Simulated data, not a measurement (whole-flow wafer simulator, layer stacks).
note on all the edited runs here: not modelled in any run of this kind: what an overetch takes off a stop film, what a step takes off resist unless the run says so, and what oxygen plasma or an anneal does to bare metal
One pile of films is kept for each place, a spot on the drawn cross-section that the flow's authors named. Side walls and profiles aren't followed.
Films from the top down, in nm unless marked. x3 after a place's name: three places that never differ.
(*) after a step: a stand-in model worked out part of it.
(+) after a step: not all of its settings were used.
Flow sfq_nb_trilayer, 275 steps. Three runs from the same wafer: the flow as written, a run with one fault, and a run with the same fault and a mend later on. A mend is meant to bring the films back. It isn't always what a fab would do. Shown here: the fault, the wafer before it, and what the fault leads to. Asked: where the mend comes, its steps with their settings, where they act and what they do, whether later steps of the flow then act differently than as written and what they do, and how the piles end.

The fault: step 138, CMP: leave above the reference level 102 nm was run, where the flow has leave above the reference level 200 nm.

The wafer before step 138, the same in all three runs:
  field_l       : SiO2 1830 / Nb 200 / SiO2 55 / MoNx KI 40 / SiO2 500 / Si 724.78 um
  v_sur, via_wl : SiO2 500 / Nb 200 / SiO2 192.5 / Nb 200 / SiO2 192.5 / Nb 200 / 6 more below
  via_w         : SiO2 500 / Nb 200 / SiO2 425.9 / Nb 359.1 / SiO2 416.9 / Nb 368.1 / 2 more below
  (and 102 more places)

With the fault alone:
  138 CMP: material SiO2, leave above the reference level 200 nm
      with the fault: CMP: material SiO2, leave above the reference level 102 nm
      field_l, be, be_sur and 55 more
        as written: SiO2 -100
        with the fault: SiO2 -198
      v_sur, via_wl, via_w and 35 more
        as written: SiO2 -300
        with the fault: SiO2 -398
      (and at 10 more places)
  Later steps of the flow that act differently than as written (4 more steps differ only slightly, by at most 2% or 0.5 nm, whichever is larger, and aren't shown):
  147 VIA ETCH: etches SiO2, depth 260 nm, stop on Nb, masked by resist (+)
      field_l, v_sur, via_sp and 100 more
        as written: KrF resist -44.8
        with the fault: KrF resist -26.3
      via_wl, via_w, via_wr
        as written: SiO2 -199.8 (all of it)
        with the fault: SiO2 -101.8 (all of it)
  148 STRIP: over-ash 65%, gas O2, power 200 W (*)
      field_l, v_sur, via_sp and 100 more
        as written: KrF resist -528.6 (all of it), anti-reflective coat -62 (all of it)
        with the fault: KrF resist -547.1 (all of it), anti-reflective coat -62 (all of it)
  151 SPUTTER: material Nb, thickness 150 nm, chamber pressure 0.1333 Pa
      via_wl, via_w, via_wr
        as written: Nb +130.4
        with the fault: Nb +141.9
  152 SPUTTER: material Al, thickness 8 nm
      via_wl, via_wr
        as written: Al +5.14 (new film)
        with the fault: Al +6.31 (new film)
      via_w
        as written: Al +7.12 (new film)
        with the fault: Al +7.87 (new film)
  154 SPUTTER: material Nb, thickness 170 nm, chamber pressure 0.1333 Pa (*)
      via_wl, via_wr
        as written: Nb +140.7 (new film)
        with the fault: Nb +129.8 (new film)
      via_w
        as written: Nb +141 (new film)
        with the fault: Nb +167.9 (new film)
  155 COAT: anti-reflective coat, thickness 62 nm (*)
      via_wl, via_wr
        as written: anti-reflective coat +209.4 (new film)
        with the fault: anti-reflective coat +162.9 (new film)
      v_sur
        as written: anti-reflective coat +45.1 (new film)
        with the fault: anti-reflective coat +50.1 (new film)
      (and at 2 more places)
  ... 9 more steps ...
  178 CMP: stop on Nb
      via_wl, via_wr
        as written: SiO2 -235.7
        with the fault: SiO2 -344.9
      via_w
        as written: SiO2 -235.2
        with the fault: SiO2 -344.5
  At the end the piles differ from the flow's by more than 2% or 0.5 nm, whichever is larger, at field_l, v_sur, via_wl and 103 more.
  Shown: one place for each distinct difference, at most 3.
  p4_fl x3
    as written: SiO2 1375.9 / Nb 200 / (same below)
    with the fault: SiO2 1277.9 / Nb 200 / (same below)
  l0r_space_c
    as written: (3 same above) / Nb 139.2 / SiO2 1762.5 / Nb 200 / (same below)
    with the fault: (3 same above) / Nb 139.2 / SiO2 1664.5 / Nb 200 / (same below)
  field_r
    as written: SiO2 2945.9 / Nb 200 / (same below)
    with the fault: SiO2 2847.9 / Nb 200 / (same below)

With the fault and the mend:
  The mend comes after step 139.
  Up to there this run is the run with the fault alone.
  139a PECVD: material SiO2, thickness 98 nm, 150 C, 21.78 s, RF power 183.3 W, pressure 2.4 Torr, precursor SiH4/N2O (the flow's step 137 once more, with other settings)
      field_l, v_sur, via_wl and 103 more
        SiO2 +98
  No later step of the flow acts differently than as written, at any place that is followed, by more than 2% or 0.5 nm, whichever is larger.
  At the end the piles are the same as the flow's at every place that both follow.
